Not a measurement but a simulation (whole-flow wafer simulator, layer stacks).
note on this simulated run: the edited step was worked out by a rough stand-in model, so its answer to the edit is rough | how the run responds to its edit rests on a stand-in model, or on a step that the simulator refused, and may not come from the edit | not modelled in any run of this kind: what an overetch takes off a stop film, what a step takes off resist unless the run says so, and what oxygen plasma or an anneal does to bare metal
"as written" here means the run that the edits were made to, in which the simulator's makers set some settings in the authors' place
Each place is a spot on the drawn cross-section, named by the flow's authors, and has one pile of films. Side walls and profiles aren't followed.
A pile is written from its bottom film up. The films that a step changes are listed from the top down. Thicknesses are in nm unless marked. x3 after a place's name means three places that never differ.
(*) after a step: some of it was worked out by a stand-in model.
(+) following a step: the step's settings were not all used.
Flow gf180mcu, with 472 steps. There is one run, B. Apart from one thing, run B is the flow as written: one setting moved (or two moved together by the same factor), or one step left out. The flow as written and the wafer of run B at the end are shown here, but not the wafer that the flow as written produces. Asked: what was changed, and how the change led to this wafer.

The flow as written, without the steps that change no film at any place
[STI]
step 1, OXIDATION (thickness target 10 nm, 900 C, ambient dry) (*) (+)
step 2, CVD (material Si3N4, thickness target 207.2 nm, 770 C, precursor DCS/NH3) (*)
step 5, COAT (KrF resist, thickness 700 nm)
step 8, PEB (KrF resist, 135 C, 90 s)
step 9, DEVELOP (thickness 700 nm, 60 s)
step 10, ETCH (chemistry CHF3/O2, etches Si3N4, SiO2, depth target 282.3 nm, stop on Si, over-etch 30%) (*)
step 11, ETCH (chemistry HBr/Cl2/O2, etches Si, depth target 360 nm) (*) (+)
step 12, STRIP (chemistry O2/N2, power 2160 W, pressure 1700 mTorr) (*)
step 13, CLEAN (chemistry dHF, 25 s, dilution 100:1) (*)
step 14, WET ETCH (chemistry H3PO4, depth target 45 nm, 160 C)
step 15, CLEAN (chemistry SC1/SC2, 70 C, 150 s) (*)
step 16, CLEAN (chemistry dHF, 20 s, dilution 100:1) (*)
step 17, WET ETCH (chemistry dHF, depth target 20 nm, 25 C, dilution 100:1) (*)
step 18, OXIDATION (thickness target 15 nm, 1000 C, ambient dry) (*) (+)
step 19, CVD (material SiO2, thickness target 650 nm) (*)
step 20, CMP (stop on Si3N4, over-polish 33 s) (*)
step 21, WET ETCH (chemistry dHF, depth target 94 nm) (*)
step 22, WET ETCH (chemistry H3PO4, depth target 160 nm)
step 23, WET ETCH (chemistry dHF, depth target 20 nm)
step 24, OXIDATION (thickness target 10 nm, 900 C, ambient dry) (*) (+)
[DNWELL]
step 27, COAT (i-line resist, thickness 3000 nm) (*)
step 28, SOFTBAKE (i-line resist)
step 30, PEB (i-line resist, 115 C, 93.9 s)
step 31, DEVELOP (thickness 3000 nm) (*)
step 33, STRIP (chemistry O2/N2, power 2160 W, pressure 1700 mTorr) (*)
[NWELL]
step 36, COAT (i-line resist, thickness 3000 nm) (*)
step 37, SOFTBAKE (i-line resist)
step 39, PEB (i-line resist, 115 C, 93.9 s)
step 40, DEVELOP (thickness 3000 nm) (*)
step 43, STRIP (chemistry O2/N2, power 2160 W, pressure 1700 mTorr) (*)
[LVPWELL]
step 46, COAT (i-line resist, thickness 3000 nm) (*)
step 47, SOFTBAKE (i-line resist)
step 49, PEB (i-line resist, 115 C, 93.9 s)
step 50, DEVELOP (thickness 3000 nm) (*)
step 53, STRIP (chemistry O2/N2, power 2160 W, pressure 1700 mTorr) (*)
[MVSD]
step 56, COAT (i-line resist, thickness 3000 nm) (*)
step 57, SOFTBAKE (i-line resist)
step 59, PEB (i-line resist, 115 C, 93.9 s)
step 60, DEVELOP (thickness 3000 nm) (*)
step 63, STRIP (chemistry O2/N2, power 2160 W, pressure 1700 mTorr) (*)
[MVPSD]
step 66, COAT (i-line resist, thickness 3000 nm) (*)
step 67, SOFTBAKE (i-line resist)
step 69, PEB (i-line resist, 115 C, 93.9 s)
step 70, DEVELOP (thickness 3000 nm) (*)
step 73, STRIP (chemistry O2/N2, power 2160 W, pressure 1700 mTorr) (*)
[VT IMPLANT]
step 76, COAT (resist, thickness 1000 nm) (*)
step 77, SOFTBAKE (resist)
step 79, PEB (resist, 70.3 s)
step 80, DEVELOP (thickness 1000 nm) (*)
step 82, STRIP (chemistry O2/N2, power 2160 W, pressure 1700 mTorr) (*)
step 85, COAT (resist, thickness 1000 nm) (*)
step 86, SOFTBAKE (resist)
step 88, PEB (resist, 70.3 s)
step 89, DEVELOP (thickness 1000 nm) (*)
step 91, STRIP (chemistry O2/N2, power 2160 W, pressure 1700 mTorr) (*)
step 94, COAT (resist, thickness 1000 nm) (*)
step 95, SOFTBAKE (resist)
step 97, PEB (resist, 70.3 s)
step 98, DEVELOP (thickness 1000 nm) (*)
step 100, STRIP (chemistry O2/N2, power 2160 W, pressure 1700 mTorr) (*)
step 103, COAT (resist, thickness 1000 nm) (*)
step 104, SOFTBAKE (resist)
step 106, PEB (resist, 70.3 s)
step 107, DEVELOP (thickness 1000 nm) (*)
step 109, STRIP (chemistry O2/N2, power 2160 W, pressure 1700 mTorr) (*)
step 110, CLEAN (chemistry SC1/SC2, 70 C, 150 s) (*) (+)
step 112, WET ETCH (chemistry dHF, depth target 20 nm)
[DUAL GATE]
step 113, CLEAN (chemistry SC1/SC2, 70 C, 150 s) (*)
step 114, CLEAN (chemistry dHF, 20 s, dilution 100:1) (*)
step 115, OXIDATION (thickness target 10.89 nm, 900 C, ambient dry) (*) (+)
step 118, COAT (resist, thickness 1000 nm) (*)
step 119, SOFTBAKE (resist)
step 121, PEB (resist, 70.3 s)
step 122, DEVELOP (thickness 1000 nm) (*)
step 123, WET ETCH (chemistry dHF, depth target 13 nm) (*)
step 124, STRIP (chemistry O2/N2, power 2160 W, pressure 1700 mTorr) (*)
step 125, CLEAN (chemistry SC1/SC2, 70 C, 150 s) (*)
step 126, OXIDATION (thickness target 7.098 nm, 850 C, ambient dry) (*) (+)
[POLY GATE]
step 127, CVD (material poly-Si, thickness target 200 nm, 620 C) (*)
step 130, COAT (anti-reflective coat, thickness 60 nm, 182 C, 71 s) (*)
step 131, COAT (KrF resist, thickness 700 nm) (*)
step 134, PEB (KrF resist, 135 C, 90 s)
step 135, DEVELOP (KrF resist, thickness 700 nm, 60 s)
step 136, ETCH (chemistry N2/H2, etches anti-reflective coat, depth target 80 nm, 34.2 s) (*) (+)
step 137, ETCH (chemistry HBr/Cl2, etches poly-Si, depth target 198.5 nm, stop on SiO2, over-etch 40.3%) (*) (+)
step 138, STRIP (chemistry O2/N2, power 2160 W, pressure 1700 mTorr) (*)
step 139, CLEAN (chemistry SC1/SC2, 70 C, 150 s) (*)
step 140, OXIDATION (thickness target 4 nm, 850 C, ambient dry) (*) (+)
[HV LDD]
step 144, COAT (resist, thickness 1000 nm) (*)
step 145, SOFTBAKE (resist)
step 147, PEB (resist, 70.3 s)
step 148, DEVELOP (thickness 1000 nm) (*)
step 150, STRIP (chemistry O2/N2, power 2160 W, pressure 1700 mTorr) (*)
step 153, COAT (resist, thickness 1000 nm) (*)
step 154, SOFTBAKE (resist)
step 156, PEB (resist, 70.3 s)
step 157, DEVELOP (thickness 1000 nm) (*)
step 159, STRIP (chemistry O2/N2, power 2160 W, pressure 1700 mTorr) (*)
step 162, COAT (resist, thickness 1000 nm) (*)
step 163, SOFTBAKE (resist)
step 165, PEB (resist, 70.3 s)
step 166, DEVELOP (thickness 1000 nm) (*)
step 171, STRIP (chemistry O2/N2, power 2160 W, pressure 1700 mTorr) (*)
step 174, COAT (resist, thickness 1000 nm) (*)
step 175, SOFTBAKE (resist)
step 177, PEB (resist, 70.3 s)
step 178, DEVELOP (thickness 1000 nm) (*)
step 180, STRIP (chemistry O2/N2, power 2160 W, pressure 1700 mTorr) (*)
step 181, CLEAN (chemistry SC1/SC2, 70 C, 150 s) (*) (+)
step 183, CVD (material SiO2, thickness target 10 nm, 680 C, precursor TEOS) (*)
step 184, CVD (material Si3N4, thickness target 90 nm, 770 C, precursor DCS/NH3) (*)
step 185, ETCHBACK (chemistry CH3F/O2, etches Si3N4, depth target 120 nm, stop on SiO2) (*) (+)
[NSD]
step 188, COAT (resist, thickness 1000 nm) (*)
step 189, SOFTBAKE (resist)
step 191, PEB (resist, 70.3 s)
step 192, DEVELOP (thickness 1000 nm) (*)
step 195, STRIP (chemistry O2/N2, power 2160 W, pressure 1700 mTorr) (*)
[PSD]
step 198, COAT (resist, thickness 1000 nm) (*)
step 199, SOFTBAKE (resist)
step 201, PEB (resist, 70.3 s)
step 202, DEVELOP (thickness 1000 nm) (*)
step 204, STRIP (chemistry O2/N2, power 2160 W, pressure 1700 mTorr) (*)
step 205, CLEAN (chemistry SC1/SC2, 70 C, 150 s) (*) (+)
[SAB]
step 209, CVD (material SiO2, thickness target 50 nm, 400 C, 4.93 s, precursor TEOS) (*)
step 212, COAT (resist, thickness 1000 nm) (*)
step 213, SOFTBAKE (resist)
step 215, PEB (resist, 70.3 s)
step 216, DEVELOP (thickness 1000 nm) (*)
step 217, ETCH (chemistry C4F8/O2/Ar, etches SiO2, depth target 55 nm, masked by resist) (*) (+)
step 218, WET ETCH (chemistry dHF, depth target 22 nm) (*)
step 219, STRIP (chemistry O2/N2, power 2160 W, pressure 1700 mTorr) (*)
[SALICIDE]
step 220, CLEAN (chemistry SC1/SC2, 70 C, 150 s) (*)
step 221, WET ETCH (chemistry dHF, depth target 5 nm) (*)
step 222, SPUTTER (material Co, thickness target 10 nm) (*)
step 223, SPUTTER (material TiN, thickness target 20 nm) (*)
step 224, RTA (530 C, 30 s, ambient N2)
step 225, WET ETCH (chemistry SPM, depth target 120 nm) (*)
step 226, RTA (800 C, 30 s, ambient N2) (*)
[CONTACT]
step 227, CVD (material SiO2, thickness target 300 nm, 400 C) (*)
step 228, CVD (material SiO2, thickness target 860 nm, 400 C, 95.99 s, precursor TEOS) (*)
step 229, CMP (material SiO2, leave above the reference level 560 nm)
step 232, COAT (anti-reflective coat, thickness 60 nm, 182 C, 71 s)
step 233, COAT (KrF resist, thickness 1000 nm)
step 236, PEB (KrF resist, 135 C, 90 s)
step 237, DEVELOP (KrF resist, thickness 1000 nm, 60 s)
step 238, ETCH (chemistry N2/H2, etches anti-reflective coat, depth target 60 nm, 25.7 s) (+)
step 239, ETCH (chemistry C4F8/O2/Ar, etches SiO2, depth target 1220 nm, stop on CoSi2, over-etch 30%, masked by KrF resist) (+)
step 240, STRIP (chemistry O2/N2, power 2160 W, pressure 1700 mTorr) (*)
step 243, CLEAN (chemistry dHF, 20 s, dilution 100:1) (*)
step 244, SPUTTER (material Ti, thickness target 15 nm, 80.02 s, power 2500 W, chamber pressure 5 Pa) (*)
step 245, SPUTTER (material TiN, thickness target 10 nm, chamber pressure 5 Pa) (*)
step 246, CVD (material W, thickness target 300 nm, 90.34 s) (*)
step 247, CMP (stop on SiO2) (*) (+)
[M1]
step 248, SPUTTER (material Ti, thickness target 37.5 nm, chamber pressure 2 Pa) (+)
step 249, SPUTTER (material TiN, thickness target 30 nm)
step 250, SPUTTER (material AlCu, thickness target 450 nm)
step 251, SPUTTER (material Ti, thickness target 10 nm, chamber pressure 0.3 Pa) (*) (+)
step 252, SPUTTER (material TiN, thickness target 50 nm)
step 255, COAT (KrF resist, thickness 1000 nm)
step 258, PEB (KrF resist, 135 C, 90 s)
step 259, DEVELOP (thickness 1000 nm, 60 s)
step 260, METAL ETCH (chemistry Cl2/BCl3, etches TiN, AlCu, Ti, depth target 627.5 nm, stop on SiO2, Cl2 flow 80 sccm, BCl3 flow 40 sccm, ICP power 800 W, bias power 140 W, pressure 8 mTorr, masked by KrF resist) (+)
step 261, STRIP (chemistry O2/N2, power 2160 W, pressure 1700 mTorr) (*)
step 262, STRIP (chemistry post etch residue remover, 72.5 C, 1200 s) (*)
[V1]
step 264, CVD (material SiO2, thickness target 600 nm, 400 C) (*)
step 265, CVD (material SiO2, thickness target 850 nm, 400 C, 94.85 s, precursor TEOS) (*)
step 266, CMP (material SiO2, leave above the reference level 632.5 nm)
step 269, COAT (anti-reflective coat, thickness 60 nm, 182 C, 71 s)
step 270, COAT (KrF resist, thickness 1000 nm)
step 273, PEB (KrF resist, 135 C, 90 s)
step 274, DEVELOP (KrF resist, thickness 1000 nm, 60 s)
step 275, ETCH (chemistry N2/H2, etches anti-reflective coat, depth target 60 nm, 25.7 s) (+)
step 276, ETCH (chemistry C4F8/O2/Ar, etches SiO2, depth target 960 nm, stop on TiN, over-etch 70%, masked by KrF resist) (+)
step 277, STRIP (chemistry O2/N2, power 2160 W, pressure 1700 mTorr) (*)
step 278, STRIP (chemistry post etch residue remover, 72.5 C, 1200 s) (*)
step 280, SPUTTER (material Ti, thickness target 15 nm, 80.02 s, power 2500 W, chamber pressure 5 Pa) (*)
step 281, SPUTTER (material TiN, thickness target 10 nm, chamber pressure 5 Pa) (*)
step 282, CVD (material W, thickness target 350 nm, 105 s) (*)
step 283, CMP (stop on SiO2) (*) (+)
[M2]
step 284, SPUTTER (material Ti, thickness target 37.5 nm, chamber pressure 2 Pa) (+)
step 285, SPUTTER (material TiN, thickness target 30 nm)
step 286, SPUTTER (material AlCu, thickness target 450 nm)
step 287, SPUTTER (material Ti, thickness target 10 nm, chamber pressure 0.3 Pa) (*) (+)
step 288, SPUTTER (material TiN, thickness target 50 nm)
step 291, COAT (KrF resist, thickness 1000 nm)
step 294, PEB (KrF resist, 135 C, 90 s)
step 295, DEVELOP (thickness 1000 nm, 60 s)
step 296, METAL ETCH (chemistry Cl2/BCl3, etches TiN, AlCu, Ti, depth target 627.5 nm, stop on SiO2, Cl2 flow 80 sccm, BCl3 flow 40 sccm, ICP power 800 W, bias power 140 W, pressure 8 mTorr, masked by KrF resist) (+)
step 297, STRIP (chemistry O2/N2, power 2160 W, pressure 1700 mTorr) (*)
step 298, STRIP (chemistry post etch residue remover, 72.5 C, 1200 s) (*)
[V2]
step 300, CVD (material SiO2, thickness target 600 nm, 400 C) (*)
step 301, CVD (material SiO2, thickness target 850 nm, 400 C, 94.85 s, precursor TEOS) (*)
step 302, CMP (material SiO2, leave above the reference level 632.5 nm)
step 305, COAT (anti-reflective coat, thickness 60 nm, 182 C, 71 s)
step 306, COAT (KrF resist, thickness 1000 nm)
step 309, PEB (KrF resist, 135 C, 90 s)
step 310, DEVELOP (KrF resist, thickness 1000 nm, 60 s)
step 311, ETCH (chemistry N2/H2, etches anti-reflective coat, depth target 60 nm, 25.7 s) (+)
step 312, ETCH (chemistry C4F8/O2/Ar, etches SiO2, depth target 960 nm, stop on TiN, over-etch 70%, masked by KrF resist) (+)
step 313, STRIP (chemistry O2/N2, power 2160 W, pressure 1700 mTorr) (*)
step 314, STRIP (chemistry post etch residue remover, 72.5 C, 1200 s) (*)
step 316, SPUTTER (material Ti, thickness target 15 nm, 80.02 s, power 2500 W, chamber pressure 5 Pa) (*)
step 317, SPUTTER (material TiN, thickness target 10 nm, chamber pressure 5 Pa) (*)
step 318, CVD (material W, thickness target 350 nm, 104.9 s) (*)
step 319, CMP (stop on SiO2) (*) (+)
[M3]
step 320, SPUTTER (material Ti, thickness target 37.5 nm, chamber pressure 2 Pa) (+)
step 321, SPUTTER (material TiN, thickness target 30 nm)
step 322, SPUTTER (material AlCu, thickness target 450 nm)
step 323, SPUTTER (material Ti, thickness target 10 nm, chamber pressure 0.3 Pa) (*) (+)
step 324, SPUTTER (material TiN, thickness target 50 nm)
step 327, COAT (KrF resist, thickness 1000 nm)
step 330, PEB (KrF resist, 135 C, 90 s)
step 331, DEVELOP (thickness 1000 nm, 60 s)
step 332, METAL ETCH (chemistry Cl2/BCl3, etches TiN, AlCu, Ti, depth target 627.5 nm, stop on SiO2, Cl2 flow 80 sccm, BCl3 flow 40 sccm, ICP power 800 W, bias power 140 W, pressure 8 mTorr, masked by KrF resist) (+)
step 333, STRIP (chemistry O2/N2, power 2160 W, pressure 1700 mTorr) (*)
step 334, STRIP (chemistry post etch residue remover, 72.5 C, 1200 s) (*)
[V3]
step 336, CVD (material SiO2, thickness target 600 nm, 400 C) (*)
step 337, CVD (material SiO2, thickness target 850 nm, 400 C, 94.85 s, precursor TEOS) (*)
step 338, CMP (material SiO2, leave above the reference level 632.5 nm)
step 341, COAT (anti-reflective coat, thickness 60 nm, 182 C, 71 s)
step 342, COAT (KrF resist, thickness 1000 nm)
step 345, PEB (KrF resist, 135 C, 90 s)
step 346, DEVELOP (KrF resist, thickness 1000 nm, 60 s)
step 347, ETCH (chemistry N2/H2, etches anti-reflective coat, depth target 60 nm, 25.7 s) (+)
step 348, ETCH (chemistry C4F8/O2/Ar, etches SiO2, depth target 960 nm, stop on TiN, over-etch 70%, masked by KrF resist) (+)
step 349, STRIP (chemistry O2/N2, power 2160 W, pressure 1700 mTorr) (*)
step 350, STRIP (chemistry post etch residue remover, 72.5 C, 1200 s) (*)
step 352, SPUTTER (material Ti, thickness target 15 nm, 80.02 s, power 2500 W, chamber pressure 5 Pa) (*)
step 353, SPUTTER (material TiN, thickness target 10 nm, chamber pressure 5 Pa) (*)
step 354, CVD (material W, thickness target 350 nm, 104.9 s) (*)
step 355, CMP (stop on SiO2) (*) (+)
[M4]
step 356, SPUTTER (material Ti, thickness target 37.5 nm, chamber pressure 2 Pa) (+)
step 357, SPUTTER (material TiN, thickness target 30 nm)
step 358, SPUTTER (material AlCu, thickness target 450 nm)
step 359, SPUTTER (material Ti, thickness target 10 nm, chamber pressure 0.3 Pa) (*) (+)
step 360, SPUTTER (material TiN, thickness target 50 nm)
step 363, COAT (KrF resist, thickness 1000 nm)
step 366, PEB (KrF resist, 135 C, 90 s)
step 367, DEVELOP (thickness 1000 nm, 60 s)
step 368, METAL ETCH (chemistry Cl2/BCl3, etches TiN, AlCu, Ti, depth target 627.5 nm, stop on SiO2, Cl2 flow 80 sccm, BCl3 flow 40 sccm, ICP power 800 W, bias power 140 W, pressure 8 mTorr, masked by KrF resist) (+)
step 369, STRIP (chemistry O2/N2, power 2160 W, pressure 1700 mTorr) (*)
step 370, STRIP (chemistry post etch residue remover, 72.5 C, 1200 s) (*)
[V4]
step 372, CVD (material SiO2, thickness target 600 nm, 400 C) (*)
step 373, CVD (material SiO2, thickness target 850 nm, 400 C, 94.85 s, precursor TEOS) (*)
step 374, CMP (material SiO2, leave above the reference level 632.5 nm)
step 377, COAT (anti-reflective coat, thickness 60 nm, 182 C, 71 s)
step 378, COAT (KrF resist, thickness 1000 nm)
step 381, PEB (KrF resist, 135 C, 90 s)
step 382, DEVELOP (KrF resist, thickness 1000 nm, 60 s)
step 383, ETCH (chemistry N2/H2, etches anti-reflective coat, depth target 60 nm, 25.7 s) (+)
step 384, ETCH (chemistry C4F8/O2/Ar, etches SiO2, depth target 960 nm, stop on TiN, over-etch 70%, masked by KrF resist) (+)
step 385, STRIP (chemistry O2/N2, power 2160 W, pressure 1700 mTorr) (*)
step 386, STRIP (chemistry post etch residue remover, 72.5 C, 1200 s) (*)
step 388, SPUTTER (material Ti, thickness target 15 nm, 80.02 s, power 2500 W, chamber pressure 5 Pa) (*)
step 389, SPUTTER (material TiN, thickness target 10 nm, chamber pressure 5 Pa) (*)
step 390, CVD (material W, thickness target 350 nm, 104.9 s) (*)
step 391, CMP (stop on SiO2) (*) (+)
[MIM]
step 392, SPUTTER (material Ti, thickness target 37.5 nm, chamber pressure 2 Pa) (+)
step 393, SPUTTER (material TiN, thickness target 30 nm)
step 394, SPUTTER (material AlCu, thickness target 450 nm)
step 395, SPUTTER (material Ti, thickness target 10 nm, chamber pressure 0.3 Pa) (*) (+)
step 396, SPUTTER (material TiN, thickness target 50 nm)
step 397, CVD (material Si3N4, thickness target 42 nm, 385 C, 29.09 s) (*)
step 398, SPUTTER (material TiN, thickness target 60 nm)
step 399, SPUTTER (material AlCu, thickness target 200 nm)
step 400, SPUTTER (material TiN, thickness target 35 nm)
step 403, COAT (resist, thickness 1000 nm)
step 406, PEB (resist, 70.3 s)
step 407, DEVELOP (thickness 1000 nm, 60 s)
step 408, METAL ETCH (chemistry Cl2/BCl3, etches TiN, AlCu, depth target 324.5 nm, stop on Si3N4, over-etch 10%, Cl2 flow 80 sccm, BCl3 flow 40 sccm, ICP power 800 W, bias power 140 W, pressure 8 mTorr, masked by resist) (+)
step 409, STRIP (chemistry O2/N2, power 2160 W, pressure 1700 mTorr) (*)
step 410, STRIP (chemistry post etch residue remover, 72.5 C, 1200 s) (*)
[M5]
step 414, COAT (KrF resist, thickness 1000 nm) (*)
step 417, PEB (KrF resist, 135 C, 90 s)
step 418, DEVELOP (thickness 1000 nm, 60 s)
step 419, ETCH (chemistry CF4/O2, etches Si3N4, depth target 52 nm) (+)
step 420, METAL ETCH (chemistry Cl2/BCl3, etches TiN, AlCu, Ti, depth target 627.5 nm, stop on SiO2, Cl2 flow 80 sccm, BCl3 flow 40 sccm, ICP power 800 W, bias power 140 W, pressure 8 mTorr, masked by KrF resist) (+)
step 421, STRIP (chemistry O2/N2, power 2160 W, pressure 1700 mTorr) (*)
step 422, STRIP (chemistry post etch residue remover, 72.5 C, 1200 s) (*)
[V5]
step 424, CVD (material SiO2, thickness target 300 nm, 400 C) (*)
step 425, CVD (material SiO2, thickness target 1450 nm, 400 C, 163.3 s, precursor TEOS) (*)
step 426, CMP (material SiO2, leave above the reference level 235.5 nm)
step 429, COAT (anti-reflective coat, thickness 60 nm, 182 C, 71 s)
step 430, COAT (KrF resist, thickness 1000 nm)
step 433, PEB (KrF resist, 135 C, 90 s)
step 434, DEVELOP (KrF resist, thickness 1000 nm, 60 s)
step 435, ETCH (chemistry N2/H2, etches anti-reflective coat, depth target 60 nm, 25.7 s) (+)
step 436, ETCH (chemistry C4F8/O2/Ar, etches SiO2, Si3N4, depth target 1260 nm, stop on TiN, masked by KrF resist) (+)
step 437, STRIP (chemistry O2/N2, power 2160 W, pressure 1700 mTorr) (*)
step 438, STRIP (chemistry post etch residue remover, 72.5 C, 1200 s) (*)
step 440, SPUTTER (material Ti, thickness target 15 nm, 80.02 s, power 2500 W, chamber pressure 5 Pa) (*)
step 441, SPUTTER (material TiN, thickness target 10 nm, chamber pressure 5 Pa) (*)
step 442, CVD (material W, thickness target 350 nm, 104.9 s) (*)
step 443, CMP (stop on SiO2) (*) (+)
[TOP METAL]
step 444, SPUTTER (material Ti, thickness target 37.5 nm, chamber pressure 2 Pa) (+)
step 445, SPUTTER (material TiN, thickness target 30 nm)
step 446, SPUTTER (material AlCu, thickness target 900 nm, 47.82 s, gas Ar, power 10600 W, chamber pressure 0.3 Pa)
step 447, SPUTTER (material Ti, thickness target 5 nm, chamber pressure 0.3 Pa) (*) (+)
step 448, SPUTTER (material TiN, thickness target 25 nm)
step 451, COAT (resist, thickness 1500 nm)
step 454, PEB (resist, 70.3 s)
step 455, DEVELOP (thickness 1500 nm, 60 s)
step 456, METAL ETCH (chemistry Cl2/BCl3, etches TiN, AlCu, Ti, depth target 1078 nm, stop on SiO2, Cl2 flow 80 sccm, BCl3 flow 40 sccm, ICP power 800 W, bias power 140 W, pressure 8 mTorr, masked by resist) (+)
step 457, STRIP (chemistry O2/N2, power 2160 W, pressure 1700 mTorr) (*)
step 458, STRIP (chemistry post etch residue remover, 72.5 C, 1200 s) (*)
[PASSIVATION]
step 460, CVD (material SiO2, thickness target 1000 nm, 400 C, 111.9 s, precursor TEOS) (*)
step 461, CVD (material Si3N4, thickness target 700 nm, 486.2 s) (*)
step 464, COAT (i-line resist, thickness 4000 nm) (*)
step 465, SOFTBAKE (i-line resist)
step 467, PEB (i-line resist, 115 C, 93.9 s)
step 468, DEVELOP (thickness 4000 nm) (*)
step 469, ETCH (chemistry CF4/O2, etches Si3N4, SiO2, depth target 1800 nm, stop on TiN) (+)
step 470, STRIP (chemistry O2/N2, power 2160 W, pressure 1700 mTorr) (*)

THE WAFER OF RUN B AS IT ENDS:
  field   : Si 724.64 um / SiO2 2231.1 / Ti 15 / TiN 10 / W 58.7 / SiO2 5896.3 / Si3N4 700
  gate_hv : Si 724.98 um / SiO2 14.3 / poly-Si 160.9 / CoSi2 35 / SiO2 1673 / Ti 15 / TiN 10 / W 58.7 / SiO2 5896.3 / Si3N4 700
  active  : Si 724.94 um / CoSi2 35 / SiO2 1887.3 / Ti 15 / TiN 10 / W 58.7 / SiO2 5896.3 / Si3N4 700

Cause: step 265, CVD: thickness target 425 nm was run, while the flow as written has thickness target 850 nm; step 265, CVD: 47.43 s was run, where the flow has 94.85 s.

Step by step, how the change led to this:
  step 265, CVD (material SiO2, thickness target 850 nm, 400 C, 94.85 s, precursor TEOS) (*)
      field, field__w1, field__w2 and 108 more: SiO2 gains 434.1 (as written it would have been: SiO2 gains 850)
  step 266, CMP (material SiO2, leave above the reference level 632.5 nm)
      field, field__w1, field__w2 and 99 more: nothing (as written it would have been: SiO2 loses 300)
      field__w8, contact, m1 and 6 more: SiO2 loses 461.1 (as written it would have been: SiO2 loses 877.1)
  step 269, COAT (anti-reflective coat, thickness 60 nm, 182 C, 71 s)
      nw_enc_fld_lv, nw_enc_fld_lv__w3: anti-reflective coat gains 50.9 (new film) (as written it would have been: anti-reflective coat gains 60 (new film))
      field: anti-reflective coat gains 106.5 (new film) (as written it would have been: anti-reflective coat gains 60 (new film))
      (as well as at 17 more places)
  step 270, COAT (KrF resist, thickness 1000 nm)
      field__w1: KrF resist gains 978 (new film) (as written it would have been: KrF resist gains 1000 (new film))
      n_well: KrF resist gains 969.1 (new film) (as written it would have been: KrF resist gains 1000 (new film))
      (as well as at 5 more places)
  step 273, PEB (KrF resist, 135 C, 90 s)
      contact: KrF resist loses 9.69 (as written it would have been: KrF resist loses 10.5)
      m1: KrF resist loses 9.51 (as written it would have been: KrF resist loses 10.5)
      (as well as at 1 more place)
  step 274, DEVELOP (KrF resist, thickness 1000 nm, 60 s)
      contact: KrF resist loses 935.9 (all of it) (as written it would have been: KrF resist loses 989.5 (all of it))
  step 275, ETCH (chemistry N2/H2, etches anti-reflective coat, depth target 60 nm, 25.7 s) (+)
      contact: anti-reflective coat loses 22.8 (all of it), SiO2 loses 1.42 (as written it would have been: anti-reflective coat loses 60 (all of it), SiO2 loses 0.46)
  step 277, STRIP (chemistry O2/N2, power 2160 W, pressure 1700 mTorr) (*)
      field: KrF resist loses 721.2 (all of it), anti-reflective coat loses 106.5 (all of it) (as written it would have been: KrF resist loses 739.2 (all of it), anti-reflective coat loses 60 (all of it))
      field__w1: KrF resist loses 717.5 (all of it), anti-reflective coat loses 86.1 (all of it) (as written it would have been: KrF resist loses 739.2 (all of it), anti-reflective coat loses 60 (all of it))
      (as well as at 17 more places)
  step 280, SPUTTER (material Ti, thickness target 15 nm, 80.02 s, power 2500 W, chamber pressure 5 Pa) (*)
      contact: Ti gains 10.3 (new film) (as written it would have been: Ti gains 9.65 (new film))
  step 282, CVD (material W, thickness target 350 nm, 105 s) (*)
      contact: W gains 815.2 (new film) (as written it would have been: W gains 932.3 (new film))
  step 283, CMP (stop on SiO2) (*) (+)
      field, field__w1, field__w2 and 99 more: W loses 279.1 (as written it would have been: W loses 350 (all of it), TiN loses 10 (all of it), Ti loses 15 (all of it), SiO2 loses 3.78)
      field__w8, m1, m1__w1, polyc_n, polyc_n_rim, polyc_p, polyc_p_rim, m1_nw: W loses 350 (all of it), TiN loses 10 (all of it), Ti loses 15 (all of it), SiO2 loses 20 (as written it would have been: W loses 350 (all of it), TiN loses 10 (all of it), Ti loses 15 (all of it), SiO2 loses 3.78)
      (as well as at 1 more place)
  step 296, METAL ETCH (chemistry Cl2/BCl3, etches TiN, AlCu, Ti, depth target 627.5 nm, stop on SiO2, Cl2 flow 80 sccm, BCl3 flow 40 sccm, ICP power 800 W, bias power 140 W, pressure 8 mTorr, masked by KrF resist) (+)
      field, field__w1, field__w2 and 99 more: TiN loses 50 (all of it), Ti loses 10 (all of it), AlCu loses 450 (all of it), TiN loses 30 (all of it), Ti loses 37.5 (all of it), W loses 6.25 (as written it would have been: TiN loses 50 (all of it), Ti loses 10 (all of it), AlCu loses 450 (all of it), TiN loses 30 (all of it), Ti loses 37.5 (all of it))
  step 298, STRIP (chemistry post etch residue remover, 72.5 C, 1200 s) (*)
      field, field__w1, field__w2 and 99 more: W loses 6.01 (as written it would have been: nothing)
  step 300, CVD (material SiO2, thickness target 600 nm, 400 C) (*)
      field, field__w1, field__w2 and 99 more: SiO2 gains 600 (new film) (as written it would have been: SiO2 gains 600)
  step 302, CMP (material SiO2, leave above the reference level 632.5 nm)
      field, field__w1, field__w2 and 99 more: SiO2 loses 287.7 (as written it would have been: SiO2 loses 300)
Taking metal films that touch as one body, field has 1 body; the flow as written gives 0 bodies.
Taking metal films that touch as one body, gate_hv has 2 bodies (between them, from the top down: SiO2 1673); the flow as written gives 1 body.
Taking metal films that touch as one body, active has 2 bodies (between them, from the top down: SiO2 1887.3); the flow as written gives 1 body.
